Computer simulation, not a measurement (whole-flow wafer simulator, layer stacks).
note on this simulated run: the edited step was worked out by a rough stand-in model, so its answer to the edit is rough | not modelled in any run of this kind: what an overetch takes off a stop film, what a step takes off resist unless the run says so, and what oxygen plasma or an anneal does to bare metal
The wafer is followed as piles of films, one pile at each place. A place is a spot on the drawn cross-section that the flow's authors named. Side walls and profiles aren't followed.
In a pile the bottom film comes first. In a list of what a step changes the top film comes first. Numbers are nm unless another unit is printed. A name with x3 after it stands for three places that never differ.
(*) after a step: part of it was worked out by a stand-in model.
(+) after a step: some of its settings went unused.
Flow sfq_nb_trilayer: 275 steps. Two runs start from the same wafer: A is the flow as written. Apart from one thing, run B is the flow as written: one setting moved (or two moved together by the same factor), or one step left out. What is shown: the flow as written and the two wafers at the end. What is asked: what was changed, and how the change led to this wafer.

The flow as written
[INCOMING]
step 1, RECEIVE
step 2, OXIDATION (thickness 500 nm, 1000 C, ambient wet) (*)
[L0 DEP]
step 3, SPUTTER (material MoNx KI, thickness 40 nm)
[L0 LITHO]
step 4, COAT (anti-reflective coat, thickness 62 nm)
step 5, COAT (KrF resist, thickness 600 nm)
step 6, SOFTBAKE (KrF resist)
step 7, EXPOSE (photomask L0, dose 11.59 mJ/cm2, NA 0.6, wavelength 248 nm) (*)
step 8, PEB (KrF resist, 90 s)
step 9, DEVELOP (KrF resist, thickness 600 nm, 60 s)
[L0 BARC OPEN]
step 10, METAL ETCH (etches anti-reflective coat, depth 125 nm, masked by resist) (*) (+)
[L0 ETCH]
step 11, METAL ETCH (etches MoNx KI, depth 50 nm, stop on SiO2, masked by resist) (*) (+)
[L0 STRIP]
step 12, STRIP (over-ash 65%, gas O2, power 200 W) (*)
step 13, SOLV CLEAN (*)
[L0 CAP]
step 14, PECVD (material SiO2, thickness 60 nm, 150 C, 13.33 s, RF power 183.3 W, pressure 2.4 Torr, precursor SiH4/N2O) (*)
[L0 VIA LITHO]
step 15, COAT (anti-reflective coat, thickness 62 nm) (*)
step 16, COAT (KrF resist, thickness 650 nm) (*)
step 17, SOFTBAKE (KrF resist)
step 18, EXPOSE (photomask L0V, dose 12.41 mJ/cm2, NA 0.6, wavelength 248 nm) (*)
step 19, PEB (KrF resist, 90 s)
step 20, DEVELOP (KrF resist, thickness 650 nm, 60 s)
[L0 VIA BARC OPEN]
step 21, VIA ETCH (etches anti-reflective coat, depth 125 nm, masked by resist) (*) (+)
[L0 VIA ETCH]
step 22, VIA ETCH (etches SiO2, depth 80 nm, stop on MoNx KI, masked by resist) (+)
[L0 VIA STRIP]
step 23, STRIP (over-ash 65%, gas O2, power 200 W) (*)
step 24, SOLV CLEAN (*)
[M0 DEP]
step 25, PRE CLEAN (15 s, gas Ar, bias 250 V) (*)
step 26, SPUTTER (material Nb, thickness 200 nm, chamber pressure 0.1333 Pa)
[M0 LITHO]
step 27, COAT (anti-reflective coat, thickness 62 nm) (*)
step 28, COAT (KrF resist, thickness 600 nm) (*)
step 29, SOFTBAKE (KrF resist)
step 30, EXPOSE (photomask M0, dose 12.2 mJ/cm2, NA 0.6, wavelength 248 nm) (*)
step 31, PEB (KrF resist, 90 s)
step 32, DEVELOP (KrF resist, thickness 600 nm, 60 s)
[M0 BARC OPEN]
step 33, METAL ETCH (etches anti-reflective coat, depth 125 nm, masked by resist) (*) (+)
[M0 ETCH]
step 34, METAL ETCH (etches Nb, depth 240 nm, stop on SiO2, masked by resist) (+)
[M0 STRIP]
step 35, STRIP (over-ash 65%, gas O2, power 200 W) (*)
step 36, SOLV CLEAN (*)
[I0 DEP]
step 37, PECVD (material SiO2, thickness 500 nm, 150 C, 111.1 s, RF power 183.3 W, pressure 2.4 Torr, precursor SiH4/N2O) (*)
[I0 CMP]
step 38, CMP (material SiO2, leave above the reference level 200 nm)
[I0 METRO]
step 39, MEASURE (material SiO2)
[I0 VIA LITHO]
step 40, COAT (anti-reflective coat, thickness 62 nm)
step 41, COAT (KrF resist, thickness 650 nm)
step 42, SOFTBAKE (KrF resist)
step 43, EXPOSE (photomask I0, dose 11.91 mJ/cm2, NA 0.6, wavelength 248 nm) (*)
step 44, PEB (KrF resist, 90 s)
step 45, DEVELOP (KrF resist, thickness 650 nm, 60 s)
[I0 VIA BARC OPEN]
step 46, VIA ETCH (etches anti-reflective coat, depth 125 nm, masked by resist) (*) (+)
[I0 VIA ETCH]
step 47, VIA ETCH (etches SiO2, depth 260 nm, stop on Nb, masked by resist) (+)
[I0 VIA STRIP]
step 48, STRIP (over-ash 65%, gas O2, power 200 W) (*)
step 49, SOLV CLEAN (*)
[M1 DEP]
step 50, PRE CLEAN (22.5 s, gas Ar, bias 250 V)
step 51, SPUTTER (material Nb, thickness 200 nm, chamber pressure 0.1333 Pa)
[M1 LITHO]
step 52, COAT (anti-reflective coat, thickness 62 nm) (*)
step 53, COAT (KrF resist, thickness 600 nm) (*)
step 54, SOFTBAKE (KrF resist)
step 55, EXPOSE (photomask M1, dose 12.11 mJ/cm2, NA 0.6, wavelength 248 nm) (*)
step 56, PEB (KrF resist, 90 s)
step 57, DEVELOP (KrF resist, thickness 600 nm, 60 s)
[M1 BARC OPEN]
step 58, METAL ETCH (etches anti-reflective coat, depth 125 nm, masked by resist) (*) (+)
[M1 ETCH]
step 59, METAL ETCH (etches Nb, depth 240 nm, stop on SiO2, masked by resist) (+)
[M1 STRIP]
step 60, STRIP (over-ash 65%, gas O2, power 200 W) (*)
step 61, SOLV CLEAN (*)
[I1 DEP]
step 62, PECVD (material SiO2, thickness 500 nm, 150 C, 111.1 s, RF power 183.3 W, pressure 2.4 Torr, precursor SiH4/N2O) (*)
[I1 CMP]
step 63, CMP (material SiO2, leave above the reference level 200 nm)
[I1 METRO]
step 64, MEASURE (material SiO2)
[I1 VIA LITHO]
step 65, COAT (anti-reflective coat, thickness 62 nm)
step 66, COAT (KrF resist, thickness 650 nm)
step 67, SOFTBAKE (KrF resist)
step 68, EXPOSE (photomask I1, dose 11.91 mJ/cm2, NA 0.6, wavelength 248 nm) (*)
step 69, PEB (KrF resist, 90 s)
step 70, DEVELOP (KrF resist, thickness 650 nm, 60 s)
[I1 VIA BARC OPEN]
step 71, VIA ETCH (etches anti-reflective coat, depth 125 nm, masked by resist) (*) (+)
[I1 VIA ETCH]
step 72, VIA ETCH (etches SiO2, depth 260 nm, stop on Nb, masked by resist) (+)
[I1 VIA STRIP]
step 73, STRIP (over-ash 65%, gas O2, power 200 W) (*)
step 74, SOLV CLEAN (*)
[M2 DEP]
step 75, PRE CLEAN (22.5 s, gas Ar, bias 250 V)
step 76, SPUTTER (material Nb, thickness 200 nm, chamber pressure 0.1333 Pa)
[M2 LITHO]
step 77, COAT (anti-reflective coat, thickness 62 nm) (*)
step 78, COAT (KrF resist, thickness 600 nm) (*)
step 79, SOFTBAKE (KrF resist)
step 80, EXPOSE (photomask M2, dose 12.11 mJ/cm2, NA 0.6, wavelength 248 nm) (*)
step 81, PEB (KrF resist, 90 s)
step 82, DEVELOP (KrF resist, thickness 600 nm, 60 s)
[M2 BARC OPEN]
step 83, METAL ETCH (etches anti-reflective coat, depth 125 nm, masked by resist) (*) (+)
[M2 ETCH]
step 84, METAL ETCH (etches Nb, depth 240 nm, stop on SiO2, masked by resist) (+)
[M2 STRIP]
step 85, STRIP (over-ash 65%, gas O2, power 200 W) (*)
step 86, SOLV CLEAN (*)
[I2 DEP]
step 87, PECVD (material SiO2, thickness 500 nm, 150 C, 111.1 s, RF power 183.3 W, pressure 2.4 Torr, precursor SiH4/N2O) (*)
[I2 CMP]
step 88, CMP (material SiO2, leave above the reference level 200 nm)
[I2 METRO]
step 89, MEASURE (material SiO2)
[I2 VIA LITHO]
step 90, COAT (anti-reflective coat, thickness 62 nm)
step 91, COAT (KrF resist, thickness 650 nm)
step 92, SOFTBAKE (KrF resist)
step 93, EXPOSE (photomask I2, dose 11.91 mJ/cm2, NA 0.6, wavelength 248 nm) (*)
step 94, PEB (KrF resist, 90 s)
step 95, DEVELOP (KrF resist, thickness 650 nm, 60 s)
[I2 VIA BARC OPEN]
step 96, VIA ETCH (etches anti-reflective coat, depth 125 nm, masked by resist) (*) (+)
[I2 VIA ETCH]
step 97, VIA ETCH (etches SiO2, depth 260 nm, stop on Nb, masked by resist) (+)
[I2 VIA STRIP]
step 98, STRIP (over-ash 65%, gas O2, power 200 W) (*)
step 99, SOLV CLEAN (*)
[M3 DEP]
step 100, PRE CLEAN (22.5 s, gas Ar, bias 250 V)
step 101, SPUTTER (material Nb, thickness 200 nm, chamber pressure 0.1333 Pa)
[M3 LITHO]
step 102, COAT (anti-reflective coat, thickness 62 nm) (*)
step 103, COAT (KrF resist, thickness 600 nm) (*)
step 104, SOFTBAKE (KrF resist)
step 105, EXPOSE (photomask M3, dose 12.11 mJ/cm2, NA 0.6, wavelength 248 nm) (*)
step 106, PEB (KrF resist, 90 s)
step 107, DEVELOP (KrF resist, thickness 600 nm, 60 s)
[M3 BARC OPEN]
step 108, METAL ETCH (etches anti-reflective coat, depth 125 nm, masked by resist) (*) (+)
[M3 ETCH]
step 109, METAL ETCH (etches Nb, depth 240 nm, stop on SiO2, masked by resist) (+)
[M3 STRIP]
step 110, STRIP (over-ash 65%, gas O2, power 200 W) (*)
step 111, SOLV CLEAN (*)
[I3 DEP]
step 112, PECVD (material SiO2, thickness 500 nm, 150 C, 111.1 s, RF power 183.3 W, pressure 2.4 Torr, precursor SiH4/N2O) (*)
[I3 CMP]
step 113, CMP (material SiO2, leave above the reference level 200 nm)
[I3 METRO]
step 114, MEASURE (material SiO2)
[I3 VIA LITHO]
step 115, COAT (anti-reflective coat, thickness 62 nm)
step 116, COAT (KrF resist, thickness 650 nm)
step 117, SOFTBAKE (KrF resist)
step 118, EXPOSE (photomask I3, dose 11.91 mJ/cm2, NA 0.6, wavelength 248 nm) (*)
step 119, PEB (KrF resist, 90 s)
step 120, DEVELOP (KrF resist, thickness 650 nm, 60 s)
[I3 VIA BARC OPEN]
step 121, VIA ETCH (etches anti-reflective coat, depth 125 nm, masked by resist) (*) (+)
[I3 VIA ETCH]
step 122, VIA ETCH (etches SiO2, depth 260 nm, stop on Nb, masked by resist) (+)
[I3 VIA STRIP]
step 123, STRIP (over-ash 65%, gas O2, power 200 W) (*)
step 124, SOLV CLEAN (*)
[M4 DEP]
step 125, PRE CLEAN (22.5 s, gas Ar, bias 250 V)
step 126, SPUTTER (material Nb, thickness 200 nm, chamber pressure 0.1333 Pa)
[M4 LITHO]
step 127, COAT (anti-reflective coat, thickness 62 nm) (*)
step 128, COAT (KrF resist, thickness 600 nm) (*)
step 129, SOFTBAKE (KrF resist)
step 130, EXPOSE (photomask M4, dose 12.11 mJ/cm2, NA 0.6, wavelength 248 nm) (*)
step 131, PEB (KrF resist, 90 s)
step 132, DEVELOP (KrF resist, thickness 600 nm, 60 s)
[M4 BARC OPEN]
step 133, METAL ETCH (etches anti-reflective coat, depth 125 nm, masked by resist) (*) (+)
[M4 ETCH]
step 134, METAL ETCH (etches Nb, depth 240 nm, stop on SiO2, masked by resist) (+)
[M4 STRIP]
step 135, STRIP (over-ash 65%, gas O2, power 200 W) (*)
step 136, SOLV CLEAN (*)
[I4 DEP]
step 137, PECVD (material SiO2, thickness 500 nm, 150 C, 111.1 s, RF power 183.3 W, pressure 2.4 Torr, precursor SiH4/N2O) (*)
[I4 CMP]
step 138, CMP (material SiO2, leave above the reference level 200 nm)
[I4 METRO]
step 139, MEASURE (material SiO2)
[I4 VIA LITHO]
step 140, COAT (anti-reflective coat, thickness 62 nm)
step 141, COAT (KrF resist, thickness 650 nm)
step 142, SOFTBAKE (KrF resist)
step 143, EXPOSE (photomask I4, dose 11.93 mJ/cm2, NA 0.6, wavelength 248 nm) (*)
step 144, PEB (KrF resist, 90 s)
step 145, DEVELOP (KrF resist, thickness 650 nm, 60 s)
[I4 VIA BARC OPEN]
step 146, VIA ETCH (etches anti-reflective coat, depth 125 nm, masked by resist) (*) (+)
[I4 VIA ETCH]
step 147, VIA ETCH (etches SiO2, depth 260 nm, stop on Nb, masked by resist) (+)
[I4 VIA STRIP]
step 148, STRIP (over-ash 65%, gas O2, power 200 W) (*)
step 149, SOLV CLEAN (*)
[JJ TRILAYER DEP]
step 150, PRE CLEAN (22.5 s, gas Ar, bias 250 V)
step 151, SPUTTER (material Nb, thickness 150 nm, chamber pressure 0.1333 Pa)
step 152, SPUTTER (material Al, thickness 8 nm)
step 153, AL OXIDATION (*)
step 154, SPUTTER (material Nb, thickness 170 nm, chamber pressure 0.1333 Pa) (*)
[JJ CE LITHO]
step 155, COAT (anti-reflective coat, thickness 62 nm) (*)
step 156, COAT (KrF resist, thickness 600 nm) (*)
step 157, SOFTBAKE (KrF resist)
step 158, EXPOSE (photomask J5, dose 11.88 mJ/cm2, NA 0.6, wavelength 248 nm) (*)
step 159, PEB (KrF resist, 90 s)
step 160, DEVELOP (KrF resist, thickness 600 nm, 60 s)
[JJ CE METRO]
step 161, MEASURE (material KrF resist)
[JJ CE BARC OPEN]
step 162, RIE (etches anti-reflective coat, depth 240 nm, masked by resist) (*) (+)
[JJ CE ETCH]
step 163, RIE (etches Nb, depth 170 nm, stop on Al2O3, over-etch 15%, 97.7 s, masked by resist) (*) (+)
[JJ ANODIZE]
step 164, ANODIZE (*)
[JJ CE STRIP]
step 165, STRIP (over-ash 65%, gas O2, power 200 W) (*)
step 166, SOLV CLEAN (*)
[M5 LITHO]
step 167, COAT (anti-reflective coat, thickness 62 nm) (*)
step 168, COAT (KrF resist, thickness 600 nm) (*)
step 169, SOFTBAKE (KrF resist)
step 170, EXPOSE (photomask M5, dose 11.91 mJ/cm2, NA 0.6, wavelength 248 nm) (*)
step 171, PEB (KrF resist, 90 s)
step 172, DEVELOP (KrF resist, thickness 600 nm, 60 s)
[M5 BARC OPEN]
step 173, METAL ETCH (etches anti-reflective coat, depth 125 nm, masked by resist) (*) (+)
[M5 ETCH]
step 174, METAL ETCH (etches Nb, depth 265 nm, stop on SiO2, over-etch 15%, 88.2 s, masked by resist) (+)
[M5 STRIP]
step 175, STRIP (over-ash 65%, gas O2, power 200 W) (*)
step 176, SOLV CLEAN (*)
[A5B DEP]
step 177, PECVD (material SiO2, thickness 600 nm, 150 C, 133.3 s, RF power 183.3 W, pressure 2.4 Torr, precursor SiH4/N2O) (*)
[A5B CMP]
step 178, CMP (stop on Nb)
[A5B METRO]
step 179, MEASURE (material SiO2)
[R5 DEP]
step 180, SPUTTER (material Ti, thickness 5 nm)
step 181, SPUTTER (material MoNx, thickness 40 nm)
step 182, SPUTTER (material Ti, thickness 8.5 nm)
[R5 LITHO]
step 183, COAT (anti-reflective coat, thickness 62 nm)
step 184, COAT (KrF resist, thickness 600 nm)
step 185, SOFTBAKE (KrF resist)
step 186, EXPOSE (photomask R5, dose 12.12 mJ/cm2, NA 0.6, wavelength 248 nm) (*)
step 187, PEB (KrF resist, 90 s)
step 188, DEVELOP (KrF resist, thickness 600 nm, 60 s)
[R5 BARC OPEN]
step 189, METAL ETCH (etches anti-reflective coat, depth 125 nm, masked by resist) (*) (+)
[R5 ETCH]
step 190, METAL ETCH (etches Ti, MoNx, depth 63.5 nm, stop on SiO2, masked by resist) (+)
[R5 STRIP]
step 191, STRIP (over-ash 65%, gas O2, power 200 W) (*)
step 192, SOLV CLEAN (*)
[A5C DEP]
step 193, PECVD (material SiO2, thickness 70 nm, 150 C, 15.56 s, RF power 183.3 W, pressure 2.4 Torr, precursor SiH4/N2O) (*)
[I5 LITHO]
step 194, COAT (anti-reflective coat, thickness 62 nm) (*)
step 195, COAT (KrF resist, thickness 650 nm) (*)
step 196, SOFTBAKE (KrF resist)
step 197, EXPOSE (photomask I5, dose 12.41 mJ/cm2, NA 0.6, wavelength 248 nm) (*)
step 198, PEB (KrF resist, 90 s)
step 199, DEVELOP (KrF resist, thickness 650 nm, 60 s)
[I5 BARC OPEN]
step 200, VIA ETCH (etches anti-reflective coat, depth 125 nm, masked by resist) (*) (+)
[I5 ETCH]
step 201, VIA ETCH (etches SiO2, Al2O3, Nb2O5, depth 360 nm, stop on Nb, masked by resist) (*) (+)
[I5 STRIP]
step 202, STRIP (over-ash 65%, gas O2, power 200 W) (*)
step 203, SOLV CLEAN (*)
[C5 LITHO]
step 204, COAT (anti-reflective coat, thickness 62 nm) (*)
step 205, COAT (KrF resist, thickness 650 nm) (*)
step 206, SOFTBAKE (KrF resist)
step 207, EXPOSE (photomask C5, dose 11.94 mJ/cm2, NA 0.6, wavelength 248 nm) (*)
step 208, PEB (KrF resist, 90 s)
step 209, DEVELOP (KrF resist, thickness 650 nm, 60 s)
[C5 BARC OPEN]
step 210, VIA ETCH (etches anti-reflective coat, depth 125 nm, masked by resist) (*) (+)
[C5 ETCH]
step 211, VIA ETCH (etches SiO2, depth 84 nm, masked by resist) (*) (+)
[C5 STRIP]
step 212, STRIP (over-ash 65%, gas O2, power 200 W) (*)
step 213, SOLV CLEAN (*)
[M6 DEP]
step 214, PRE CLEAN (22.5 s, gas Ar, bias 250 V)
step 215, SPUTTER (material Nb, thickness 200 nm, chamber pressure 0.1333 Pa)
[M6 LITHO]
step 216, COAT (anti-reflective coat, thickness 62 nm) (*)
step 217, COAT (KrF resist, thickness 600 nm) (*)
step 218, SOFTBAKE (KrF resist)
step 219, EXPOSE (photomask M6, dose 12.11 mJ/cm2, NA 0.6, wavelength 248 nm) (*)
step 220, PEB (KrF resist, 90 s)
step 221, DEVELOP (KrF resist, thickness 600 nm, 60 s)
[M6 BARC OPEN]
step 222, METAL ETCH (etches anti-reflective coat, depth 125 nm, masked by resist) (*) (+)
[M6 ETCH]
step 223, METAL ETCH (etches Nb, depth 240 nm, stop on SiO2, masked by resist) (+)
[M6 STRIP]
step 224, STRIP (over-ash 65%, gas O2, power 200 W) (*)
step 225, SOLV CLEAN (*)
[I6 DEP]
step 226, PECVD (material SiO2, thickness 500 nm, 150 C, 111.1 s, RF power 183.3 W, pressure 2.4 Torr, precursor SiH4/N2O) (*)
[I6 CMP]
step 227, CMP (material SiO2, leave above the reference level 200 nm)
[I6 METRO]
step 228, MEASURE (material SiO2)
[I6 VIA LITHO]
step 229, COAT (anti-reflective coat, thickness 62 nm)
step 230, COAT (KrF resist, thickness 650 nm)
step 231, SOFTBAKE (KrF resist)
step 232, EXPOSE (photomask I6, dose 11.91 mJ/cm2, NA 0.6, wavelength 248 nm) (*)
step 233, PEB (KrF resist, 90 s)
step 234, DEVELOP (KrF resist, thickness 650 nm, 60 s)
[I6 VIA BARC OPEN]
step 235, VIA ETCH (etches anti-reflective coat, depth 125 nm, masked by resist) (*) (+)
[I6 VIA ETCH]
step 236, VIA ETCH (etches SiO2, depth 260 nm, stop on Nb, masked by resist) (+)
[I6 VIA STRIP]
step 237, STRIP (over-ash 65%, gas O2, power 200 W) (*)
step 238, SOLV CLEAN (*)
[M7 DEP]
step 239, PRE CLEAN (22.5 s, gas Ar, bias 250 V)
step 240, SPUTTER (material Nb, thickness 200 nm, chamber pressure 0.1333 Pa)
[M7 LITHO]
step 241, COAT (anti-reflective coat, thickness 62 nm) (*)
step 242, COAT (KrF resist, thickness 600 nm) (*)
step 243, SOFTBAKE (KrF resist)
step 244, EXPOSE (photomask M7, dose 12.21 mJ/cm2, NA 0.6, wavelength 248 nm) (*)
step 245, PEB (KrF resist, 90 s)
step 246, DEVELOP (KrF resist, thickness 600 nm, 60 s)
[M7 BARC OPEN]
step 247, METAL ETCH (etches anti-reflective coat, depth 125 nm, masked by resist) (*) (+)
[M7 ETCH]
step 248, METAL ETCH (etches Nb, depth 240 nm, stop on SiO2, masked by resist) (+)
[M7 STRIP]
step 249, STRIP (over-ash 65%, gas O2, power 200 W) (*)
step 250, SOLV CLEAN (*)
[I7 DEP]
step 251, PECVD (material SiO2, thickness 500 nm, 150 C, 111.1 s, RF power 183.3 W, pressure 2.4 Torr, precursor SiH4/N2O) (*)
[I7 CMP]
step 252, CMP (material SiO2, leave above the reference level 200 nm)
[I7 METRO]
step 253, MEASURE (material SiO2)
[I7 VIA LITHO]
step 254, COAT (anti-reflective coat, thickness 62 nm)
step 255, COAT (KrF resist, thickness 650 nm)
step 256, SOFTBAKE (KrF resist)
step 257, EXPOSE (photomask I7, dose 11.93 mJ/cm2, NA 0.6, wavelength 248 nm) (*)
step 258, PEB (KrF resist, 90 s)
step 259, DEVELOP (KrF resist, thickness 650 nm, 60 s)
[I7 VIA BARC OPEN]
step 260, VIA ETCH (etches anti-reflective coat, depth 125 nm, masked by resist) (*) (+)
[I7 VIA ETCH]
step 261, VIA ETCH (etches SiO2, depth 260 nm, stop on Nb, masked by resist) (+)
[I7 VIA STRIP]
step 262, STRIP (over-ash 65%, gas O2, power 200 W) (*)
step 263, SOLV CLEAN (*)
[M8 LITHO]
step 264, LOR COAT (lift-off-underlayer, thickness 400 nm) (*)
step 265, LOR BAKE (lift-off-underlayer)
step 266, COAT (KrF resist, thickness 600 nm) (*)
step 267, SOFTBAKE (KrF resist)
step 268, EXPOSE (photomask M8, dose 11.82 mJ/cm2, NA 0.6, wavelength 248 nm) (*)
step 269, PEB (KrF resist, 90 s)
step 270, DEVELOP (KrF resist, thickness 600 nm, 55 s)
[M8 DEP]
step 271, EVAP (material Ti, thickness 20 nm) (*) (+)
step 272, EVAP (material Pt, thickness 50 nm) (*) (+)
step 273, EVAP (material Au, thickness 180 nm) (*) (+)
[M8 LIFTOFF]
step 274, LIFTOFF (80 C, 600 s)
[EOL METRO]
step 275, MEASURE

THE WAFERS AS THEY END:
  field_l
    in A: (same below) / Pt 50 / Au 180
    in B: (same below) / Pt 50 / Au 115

What caused this: step 273, EVAP: thickness 115 nm was run, while the flow as written has thickness 180 nm.
The wafer itself shows it: field_l has Au 115, and step 273 as written asks for 180 nm.

The path from the change to this, step by step:
  step 273, EVAP (material Au, thickness 180 nm) (*) (+)
      field_l, v_sur, via_wl and 103 more: A +180 Au (new film) | B +115 Au (new film)
  step 274, LIFTOFF (80 C, 600 s)
      p4_fl, p4_fm, p4_w1 and 71 more: A -180 Au (all of it), -50 Pt (all of it), -20 Ti (all of it), -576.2 KrF resist (all of it), -400 lift-off-underlayer (all of it) | B -115 Au (all of it), -50 Pt (all of it), -20 Ti (all of it), -576.2 KrF resist (all of it), -400 lift-off-underlayer (all of it)
      c5j, ce_r: A -180 Au (all of it), -50 Pt (all of it), -20 Ti (all of it), -573.3 KrF resist (all of it), -399.3 lift-off-underlayer (all of it) | B -115 Au (all of it), -50 Pt (all of it), -20 Ti (all of it), -573.3 KrF resist (all of it), -399.3 lift-off-underlayer (all of it)
      (also at 19 further places)
